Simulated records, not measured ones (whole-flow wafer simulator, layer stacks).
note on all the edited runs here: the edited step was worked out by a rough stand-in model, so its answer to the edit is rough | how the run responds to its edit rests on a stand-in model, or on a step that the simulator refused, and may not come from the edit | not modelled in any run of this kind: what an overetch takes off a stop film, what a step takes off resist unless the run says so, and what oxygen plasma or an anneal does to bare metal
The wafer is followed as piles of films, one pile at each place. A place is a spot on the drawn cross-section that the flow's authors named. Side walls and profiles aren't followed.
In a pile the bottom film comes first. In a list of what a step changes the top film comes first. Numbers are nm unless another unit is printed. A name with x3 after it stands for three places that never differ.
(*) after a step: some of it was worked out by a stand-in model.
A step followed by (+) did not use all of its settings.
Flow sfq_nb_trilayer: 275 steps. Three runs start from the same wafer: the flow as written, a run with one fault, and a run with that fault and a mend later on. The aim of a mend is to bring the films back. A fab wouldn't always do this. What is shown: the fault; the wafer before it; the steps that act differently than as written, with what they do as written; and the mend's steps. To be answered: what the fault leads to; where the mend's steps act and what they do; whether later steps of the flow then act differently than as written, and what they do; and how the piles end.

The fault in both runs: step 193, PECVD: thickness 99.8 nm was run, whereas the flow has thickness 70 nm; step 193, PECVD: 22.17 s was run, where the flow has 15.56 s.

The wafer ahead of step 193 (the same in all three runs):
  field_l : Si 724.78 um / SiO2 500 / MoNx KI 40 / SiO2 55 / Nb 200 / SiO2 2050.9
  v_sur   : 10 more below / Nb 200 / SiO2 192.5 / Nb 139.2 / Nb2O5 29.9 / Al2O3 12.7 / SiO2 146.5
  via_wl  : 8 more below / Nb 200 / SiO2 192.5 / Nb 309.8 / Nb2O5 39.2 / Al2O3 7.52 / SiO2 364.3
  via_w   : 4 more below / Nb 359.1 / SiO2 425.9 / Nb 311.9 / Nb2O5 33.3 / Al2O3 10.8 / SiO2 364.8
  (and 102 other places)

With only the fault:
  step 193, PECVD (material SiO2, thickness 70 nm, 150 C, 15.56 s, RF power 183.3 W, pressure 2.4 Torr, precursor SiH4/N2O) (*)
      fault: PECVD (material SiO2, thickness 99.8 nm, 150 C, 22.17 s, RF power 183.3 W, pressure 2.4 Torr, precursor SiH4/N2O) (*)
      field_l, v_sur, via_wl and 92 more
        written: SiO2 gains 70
        fault: SiO2 gains 99.8
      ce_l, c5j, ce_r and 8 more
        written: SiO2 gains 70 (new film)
        fault: SiO2 gains 99.8 (new film)
  Steps later in the flow that act otherwise than as written (9 more steps, not shown, differ only slightly: by at most 2% or 0.5 nm, whichever is larger):
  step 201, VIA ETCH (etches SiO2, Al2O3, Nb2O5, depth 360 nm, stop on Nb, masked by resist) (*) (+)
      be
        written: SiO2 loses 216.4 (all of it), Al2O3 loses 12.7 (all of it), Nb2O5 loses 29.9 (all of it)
        fault: SiO2 loses 246.2 (all of it), Al2O3 loses 12.7 (all of it), Nb2O5 loses 29.9 (all of it)
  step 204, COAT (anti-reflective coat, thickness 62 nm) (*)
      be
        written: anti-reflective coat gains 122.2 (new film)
        fault: anti-reflective coat gains 126.6 (new film)
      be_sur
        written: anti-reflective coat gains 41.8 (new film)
        fault: anti-reflective coat gains 40.8 (new film)
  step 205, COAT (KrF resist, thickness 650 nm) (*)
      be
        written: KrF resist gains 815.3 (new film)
        fault: KrF resist gains 836.7 (new film)
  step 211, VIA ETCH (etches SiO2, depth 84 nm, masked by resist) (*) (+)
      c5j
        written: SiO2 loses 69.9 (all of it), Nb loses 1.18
        fault: SiO2 loses 84
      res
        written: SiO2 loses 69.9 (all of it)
        fault: SiO2 loses 84
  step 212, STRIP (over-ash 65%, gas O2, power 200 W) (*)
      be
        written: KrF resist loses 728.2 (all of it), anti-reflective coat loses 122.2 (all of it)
        fault: KrF resist loses 749.5 (all of it), anti-reflective coat loses 126.6 (all of it)
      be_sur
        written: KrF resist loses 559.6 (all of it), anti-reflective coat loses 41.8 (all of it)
        fault: KrF resist loses 557.8 (all of it), anti-reflective coat loses 40.8 (all of it)
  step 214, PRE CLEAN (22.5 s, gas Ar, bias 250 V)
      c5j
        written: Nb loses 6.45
        fault: SiO2 loses 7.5
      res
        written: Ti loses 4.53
        fault: SiO2 loses 7.5
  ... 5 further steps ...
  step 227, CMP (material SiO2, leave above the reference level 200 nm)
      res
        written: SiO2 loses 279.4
        fault: SiO2 loses 258.7
  By the end, the piles at v_sur, via_wl, via_w and 79 more depart from the flow's by more than 2% or 0.5 nm, whichever is larger.
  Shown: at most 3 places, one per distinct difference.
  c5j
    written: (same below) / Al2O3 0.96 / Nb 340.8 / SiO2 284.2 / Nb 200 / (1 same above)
    fault: (same below) / Al2O3 0.96 / Nb 160 / SiO2 8.19 / Nb 183.3 / SiO2 303.3 / Nb 200 / (1 same above)
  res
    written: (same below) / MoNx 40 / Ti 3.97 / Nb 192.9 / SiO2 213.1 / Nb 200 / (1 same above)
    fault: (same below) / MoNx 40 / Ti 8.5 / SiO2 8.16 / Nb 189.4 / SiO2 233.8 / Nb 200 / (1 same above)
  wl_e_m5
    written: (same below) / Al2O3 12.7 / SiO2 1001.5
    fault: (same below) / Al2O3 12.7 / SiO2 1031.3

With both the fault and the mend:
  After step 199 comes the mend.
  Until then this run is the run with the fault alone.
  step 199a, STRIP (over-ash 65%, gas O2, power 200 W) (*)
      p4_fl x3, p4_w1 x9, p4_g1 x2 and 33 more
        KrF resist loses 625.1 (all of it), anti-reflective coat loses 62 (all of it)
      wl_b_m5, wl_b_sr, wl_c_sl and 12 more
        KrF resist loses 625 (all of it), anti-reflective coat loses 62 (all of it)
      field_l, v_sur, via_wl, via_w
        KrF resist loses 625.7 (all of it), anti-reflective coat loses 62.2 (all of it)
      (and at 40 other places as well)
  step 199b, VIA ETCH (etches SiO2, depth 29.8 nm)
      field_l, v_sur, via_wl and 103 more
        SiO2 loses 29.8
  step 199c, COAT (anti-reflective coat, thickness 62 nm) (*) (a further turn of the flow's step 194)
      p4_fl x3, p4_w1 x9, p4_g1 x2 and 50 more
        anti-reflective coat gains 62 (new film)
      via_wr, via_sp, via_v, wire, lsp_r, l0_sur, l0v
        anti-reflective coat gains 62.3 (new film)
      be, be_sur, gap, lsp_m, ln_m6
        anti-reflective coat gains 62.4 (new film)
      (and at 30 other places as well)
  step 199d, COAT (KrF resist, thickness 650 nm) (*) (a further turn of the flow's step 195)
      p4_fl x3, p4_w1 x9, p4_g1 x2 and 33 more
        KrF resist gains 650 (new film)
      wl_b_m5, wl_b_sr, wl_c_sl and 12 more
        KrF resist gains 649.9 (new film)
      field_l, v_sur, via_wl, via_w
        KrF resist gains 650.6 (new film)
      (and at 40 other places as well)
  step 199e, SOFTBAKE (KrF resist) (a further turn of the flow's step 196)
      alters no film at any place that is followed
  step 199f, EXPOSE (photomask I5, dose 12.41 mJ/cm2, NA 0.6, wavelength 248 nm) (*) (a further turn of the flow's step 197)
      alters no film at any place that is followed
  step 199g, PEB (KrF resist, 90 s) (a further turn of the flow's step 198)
      field_l, v_sur, via_wl and 87 more
        KrF resist loses 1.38
      jj_sur, ce_l, sp_r, moat, field_r, wl_jj
        KrF resist loses 1.39
      be_r, r_sur, res, r_end
        KrF resist loses 1.33
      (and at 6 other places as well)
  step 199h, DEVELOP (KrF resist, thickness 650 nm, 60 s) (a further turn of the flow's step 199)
      field_l, v_sur, via_wl and 102 more
        KrF resist loses 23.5
      be
        KrF resist loses 649.8 (all of it)
  Later steps of the flow that are run all act as written at every place that is followed, up to a difference of at most 2% or 0.5 nm, whichever is larger.
  The piles end the same as the flow's at every place that both follow.
